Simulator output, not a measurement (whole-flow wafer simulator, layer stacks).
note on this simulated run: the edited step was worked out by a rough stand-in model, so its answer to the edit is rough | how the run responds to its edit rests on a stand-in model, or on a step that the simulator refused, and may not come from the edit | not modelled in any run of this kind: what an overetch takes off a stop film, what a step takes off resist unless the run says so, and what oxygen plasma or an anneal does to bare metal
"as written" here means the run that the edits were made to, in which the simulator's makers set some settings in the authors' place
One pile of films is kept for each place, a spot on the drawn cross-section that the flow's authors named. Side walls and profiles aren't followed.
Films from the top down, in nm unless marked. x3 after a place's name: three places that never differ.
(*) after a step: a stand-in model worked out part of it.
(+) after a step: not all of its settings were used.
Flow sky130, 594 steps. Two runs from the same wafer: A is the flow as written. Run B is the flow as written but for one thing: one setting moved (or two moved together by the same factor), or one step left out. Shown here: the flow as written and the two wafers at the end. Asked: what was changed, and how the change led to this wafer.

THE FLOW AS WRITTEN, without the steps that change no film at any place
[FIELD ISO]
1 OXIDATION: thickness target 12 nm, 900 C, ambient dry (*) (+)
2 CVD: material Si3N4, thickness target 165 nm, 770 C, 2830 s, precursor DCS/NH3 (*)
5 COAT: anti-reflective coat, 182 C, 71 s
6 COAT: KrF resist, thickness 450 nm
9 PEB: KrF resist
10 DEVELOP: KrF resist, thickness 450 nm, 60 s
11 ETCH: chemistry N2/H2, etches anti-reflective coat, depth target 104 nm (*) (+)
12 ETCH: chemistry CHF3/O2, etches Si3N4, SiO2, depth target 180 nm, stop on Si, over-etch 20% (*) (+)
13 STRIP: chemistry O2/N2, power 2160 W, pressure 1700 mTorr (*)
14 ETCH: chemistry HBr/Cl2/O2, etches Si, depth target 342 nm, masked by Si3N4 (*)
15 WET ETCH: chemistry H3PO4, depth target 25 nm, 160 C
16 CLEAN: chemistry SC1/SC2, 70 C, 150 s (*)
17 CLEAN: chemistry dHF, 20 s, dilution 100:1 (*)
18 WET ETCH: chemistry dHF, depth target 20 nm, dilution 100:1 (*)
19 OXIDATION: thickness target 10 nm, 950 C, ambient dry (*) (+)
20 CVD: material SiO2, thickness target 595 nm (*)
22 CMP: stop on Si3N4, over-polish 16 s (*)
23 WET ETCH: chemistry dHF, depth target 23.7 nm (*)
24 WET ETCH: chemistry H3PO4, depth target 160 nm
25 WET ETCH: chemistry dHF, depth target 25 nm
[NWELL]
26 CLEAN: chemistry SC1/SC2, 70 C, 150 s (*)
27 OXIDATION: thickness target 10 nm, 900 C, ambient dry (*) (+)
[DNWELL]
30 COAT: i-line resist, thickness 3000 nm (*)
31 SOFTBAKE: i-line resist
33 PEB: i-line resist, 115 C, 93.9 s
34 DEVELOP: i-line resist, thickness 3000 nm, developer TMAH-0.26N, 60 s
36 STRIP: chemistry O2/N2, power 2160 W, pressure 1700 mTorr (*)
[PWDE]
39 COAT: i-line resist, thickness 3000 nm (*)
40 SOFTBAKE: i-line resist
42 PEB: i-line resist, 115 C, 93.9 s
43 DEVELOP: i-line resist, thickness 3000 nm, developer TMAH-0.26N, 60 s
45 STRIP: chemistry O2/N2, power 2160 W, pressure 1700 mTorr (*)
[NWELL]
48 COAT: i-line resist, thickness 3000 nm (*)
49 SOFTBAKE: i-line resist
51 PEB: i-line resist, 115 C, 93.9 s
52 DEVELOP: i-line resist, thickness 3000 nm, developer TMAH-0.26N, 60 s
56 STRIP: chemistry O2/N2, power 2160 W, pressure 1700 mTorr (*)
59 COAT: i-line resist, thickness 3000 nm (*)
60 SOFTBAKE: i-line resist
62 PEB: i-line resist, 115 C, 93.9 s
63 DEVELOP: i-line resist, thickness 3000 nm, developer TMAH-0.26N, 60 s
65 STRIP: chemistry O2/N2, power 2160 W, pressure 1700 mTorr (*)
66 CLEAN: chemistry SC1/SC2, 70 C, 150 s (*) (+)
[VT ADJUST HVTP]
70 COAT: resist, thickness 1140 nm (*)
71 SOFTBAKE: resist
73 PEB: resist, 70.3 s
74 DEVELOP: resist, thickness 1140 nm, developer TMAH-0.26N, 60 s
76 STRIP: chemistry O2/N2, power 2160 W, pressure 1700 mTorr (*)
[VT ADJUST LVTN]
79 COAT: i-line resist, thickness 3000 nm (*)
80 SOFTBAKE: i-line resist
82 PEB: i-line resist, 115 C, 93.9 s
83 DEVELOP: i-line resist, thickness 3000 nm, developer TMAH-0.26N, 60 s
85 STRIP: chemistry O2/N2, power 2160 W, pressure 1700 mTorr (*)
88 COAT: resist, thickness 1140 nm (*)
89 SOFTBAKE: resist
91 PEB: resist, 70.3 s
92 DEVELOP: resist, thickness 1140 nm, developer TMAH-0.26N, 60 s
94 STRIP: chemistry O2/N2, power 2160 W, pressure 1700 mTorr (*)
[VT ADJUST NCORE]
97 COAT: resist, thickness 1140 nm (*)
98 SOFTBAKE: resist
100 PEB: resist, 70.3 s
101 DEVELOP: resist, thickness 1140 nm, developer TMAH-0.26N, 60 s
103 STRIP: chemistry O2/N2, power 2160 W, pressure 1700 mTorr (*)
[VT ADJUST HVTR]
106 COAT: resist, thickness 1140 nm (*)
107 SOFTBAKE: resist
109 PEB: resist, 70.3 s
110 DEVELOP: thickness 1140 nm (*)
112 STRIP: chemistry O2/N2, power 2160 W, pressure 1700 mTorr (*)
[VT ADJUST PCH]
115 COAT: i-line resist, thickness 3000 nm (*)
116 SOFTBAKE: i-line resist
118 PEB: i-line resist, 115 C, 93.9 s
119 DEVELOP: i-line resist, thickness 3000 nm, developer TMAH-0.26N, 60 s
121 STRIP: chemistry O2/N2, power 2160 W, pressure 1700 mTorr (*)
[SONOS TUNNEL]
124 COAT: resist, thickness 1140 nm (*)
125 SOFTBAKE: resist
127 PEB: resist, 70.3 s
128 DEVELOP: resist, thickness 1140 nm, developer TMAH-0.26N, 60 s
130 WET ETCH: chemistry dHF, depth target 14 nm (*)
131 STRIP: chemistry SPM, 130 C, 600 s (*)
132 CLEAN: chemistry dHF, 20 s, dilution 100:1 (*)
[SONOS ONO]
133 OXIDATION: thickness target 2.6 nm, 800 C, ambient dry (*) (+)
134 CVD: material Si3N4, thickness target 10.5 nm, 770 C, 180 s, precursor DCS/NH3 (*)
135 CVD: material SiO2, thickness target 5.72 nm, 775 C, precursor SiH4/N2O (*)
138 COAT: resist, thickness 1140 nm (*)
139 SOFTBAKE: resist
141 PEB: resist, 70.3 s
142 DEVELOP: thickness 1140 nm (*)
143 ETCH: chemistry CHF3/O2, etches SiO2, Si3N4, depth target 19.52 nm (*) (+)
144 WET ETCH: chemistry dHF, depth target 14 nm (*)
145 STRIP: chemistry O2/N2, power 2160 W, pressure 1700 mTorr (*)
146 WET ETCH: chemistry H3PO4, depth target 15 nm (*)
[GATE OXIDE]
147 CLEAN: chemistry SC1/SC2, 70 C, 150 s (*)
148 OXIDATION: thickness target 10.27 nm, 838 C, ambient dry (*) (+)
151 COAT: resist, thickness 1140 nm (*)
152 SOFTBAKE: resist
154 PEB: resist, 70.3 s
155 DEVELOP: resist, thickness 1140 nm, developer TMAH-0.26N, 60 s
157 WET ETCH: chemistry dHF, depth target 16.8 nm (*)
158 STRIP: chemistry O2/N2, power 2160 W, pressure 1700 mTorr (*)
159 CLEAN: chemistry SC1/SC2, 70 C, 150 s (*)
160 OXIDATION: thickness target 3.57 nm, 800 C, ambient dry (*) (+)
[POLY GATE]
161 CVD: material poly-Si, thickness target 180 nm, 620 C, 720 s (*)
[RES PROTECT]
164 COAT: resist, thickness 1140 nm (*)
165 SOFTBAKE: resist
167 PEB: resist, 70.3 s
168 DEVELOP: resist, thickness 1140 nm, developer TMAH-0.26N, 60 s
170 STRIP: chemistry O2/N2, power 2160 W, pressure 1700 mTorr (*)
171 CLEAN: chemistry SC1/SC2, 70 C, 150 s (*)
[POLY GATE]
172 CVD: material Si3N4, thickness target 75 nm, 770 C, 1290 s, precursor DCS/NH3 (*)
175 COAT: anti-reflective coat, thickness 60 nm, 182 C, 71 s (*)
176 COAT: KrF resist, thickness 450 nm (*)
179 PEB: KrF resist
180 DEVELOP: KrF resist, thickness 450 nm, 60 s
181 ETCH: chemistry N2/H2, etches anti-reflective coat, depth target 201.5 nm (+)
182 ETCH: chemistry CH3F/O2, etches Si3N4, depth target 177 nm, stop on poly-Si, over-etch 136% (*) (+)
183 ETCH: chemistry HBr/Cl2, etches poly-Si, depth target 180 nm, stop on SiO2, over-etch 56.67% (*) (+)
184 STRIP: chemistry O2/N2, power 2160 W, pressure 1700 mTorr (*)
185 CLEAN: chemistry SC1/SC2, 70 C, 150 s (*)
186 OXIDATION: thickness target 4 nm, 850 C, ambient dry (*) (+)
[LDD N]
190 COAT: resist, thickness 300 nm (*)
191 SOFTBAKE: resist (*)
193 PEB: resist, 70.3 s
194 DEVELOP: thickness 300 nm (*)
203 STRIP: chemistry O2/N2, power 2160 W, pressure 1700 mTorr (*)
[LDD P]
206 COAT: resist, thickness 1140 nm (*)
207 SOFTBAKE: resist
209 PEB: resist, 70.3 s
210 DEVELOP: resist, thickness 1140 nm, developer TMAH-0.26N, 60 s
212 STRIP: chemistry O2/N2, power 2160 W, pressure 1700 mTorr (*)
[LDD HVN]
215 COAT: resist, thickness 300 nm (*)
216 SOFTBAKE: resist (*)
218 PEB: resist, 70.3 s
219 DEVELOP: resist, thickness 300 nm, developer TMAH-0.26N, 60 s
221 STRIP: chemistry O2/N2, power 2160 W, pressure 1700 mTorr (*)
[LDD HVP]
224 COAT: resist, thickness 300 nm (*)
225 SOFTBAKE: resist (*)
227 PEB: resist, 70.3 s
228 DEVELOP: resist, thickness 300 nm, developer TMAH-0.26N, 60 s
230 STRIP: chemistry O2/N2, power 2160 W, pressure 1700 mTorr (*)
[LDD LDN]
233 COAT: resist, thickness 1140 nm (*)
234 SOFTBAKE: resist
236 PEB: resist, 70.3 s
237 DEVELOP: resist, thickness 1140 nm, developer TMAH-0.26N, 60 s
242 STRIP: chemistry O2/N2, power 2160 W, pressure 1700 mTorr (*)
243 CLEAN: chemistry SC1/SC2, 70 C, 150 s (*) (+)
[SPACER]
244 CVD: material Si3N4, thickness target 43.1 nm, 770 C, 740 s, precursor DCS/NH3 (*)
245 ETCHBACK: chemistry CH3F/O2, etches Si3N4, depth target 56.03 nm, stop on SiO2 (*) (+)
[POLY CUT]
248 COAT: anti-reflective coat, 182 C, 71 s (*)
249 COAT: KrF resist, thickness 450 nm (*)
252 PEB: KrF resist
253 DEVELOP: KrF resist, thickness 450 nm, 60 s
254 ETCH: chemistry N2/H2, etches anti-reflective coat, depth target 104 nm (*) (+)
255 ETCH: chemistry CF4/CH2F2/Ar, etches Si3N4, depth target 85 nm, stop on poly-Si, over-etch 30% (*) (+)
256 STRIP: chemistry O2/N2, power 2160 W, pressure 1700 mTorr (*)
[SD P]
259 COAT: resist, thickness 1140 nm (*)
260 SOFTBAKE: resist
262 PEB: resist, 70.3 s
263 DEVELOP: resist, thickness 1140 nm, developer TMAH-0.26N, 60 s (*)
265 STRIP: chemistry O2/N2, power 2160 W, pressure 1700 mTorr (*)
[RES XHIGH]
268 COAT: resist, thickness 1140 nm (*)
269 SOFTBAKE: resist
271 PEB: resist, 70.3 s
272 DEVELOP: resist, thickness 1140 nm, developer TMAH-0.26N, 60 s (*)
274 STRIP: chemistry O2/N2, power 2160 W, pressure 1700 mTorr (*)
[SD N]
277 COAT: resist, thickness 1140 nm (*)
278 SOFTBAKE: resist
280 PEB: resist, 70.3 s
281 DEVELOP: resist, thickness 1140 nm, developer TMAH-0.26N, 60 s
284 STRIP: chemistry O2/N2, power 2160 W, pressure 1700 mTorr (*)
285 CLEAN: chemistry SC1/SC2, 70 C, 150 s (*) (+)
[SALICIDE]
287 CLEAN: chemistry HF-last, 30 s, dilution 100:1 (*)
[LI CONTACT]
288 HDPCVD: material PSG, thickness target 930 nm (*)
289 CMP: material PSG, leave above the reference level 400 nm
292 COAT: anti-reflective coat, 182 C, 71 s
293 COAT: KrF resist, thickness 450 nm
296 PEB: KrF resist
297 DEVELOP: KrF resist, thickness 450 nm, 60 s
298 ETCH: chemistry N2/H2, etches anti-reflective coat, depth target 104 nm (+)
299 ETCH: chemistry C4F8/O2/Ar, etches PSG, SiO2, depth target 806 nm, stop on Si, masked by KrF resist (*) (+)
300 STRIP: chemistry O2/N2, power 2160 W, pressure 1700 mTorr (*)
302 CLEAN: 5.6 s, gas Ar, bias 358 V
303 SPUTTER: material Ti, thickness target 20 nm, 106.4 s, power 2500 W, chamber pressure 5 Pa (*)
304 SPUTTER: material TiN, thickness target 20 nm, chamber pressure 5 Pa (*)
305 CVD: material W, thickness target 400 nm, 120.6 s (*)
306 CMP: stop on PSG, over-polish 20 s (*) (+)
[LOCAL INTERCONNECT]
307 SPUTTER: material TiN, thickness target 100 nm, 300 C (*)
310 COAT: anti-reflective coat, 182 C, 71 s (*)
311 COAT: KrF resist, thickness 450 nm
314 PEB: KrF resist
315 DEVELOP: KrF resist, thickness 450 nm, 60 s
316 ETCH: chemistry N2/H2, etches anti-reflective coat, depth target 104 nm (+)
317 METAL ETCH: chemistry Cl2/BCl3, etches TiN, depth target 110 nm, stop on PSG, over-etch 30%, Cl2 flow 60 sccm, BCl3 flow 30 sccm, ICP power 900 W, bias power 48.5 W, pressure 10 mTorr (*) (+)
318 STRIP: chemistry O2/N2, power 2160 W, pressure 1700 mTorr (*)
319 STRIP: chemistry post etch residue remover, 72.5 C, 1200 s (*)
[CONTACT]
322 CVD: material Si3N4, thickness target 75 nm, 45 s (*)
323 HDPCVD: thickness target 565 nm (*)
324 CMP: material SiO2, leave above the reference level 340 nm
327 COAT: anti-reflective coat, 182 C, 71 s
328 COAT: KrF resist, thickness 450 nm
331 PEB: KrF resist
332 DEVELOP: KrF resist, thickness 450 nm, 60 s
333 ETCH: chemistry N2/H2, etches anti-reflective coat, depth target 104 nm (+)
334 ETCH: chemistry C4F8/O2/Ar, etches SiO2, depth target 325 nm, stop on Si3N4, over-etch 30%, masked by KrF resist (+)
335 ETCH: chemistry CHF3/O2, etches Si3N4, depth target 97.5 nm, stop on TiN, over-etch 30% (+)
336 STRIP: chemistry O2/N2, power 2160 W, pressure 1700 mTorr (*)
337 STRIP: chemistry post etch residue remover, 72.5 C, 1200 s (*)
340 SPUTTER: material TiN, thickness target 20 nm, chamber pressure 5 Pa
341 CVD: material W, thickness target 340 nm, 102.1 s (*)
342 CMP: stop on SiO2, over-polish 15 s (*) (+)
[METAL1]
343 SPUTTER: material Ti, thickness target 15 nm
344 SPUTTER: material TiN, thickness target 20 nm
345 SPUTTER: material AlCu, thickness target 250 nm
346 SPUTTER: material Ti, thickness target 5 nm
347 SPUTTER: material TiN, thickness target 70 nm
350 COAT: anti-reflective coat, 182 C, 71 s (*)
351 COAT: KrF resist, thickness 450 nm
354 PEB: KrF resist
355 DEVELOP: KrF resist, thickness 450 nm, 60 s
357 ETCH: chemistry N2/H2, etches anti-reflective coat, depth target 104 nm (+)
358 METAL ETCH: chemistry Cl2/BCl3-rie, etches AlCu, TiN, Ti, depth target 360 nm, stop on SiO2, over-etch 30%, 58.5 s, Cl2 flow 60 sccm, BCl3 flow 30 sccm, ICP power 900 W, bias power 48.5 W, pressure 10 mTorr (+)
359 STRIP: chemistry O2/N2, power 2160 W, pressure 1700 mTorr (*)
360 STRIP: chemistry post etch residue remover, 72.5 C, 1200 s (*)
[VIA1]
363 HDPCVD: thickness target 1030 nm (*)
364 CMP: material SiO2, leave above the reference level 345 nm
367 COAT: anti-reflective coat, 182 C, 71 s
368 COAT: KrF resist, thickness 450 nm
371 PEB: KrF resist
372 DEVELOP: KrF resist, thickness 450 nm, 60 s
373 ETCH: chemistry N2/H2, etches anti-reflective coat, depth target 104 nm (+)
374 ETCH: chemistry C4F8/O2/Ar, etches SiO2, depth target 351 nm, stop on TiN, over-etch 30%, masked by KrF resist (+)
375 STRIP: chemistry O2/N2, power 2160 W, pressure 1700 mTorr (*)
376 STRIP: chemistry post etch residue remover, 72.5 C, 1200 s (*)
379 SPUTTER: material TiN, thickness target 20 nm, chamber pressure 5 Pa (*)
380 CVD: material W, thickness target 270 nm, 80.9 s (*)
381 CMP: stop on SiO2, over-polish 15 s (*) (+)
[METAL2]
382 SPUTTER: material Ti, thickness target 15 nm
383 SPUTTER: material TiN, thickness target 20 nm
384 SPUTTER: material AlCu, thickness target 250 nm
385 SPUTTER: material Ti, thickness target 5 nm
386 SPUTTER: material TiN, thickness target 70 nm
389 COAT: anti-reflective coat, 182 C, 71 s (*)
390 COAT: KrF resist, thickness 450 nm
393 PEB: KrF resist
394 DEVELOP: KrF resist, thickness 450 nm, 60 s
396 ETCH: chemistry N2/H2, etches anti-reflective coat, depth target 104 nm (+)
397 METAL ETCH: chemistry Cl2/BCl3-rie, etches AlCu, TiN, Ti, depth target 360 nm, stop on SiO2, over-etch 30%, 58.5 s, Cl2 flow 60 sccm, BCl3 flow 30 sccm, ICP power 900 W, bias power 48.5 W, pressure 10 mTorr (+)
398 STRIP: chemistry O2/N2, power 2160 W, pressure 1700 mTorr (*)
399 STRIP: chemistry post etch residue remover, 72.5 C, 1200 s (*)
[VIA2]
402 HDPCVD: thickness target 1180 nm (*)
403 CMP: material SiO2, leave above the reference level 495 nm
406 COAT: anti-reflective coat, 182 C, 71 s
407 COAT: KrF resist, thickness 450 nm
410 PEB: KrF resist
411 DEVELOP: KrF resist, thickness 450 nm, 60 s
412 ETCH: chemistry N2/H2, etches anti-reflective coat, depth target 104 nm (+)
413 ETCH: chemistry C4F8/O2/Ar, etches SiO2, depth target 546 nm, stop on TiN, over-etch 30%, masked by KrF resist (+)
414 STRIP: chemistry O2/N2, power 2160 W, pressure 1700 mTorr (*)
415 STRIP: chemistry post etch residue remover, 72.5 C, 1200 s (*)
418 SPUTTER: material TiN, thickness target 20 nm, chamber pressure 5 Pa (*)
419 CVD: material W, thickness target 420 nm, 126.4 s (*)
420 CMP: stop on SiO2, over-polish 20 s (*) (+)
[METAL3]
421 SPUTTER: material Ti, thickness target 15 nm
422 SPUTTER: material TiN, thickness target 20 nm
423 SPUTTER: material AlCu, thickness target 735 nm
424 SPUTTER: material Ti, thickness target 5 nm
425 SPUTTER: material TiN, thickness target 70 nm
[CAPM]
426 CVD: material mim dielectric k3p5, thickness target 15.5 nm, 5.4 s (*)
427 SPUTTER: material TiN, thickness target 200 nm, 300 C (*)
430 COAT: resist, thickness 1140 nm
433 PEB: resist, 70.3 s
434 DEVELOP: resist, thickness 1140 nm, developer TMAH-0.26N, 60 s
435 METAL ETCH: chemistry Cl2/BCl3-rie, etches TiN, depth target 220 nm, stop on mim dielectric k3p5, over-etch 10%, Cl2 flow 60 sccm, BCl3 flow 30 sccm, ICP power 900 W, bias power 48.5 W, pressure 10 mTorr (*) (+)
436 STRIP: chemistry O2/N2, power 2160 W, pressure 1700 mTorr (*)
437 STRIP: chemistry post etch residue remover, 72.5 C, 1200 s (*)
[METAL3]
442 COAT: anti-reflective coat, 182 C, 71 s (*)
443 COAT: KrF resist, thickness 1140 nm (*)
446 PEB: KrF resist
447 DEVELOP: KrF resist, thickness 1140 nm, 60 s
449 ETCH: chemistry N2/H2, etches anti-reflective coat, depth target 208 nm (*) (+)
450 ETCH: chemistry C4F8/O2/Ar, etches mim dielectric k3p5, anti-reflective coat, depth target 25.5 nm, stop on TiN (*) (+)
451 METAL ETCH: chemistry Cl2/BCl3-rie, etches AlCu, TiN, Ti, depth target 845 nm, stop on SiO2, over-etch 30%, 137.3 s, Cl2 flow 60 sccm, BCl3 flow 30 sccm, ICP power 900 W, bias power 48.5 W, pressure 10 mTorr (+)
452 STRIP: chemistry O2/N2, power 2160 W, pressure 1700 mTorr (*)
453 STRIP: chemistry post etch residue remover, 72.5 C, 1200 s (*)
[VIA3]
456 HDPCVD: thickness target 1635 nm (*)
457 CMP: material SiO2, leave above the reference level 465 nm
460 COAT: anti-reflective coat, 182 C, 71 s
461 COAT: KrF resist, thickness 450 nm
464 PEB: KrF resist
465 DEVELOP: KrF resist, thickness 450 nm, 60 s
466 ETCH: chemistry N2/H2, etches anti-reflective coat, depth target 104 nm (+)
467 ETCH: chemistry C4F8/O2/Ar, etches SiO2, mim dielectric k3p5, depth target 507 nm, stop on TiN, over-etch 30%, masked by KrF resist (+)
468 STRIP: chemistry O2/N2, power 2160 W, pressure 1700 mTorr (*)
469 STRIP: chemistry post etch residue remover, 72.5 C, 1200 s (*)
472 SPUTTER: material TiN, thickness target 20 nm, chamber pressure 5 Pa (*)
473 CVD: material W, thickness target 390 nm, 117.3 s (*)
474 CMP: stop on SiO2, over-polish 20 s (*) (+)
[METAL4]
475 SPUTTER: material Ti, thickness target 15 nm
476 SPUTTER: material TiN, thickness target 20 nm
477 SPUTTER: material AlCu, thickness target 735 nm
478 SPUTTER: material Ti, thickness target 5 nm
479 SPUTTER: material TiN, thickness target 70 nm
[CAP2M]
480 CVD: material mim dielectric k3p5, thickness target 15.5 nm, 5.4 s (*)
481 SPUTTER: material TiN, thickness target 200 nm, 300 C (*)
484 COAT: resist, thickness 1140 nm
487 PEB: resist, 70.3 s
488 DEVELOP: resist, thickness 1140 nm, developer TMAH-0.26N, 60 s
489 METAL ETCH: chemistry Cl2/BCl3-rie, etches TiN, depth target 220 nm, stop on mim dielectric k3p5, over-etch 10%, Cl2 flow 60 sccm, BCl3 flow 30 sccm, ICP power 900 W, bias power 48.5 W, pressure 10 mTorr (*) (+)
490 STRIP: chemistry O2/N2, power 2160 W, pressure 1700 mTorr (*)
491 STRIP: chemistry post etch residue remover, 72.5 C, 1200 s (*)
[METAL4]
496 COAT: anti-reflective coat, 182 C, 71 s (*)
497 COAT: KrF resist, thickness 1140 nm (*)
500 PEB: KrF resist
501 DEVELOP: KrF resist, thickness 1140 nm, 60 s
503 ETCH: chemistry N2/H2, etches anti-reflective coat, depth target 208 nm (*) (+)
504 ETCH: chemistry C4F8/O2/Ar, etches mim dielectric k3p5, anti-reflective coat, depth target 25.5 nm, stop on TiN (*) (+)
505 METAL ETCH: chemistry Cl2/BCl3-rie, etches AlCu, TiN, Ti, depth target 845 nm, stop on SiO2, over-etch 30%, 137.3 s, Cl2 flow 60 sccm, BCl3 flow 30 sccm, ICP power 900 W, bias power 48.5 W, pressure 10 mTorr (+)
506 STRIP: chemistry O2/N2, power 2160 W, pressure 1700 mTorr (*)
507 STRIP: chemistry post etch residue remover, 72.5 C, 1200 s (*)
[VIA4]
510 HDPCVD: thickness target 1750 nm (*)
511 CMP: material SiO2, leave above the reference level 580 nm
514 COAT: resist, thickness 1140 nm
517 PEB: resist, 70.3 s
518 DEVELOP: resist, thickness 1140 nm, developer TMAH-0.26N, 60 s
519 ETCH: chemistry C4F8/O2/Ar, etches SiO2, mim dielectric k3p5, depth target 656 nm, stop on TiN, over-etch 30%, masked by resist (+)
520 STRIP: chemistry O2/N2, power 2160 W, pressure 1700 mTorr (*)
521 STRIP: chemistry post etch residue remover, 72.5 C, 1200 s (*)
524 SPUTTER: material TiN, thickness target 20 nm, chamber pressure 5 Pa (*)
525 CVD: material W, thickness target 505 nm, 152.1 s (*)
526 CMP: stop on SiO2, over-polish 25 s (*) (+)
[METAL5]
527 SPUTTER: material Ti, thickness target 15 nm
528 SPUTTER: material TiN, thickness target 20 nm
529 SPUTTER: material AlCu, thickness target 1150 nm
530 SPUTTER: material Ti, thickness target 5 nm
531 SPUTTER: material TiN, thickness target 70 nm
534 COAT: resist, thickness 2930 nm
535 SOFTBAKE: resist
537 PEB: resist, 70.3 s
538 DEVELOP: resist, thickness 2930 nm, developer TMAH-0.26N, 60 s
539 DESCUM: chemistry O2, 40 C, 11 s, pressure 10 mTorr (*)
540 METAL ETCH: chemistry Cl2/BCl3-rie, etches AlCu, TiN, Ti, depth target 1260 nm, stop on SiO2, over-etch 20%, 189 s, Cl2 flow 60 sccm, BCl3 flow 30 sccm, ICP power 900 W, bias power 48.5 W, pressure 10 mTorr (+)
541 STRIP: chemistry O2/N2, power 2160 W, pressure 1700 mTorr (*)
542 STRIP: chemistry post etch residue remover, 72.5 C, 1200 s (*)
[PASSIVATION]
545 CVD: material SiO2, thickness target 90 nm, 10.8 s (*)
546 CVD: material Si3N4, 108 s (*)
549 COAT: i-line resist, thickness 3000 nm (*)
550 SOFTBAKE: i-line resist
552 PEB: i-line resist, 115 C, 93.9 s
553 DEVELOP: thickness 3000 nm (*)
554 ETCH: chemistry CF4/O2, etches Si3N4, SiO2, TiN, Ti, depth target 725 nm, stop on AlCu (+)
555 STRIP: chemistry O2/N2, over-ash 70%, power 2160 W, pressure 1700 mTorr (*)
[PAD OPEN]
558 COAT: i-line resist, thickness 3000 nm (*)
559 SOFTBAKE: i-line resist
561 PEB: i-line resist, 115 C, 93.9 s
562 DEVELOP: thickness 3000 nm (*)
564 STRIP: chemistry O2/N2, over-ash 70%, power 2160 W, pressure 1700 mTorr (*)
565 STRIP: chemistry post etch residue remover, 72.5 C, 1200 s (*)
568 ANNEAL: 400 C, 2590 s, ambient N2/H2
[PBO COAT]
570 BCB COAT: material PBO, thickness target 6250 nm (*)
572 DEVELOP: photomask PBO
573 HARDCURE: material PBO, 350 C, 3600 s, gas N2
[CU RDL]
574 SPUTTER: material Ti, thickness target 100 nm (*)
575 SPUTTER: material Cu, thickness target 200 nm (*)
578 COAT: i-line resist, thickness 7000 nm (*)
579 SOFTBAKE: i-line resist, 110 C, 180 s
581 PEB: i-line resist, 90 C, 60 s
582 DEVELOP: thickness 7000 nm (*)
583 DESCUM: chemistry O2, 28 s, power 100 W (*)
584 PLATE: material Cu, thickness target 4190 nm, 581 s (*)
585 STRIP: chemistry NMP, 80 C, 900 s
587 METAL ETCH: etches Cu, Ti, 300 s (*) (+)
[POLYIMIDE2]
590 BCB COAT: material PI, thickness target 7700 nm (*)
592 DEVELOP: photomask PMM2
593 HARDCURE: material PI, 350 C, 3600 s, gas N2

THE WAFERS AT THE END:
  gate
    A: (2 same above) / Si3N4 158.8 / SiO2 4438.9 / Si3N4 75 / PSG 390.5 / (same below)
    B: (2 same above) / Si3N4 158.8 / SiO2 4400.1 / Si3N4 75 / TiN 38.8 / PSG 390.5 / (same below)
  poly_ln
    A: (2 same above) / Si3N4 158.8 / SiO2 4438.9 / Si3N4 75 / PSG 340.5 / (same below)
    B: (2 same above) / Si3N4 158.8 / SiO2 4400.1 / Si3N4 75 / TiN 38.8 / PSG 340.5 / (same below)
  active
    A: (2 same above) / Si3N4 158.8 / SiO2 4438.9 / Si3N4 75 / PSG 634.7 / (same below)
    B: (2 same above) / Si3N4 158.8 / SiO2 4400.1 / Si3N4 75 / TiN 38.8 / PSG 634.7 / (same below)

The cause: step 317, METAL ETCH: depth target 59.4 nm was run, where the flow has depth target 110 nm.

How the change led to this, step by step:
  317 METAL ETCH: chemistry Cl2/BCl3, etches TiN, depth target 110 nm, stop on PSG, over-etch 30%, Cl2 flow 60 sccm, BCl3 flow 30 sccm, ICP power 900 W, bias power 48.5 W, pressure 10 mTorr (*) (+)
      field, active, gate and 88 more: A TiN -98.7 (all of it) | B TiN -59.4
      n_well, p_well, gate_hv and 97 more: A KrF resist -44 | B KrF resist -23.8
  318 STRIP: chemistry O2/N2, power 2160 W, pressure 1700 mTorr (*)
      n_well, p_well, gate_hv and 93 more: A KrF resist -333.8 (all of it), anti-reflective coat -80 (all of it) | B KrF resist -354.1 (all of it), anti-reflective coat -80 (all of it)
      poly_licon, ndiff_licon, ndiff_licon_cpp, rpo_hd_licon: A KrF resist -333.9 (all of it), anti-reflective coat -80.5 (all of it) | B KrF resist -354.1 (all of it), anti-reflective coat -80.5 (all of it)
  324 CMP: material SiO2, leave above the reference level 340 nm
      field, active, gate and 88 more: A SiO2 -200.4 | B SiO2 -239.3
Counting metal films that touch as one body, gate has 1 body; the flow as written gives 0 bodies.
Counting metal films that touch as one body, poly_ln has 1 body; the flow as written gives 0 bodies.
Counting metal films that touch as one body, active has 1 body; the flow as written gives 0 bodies.
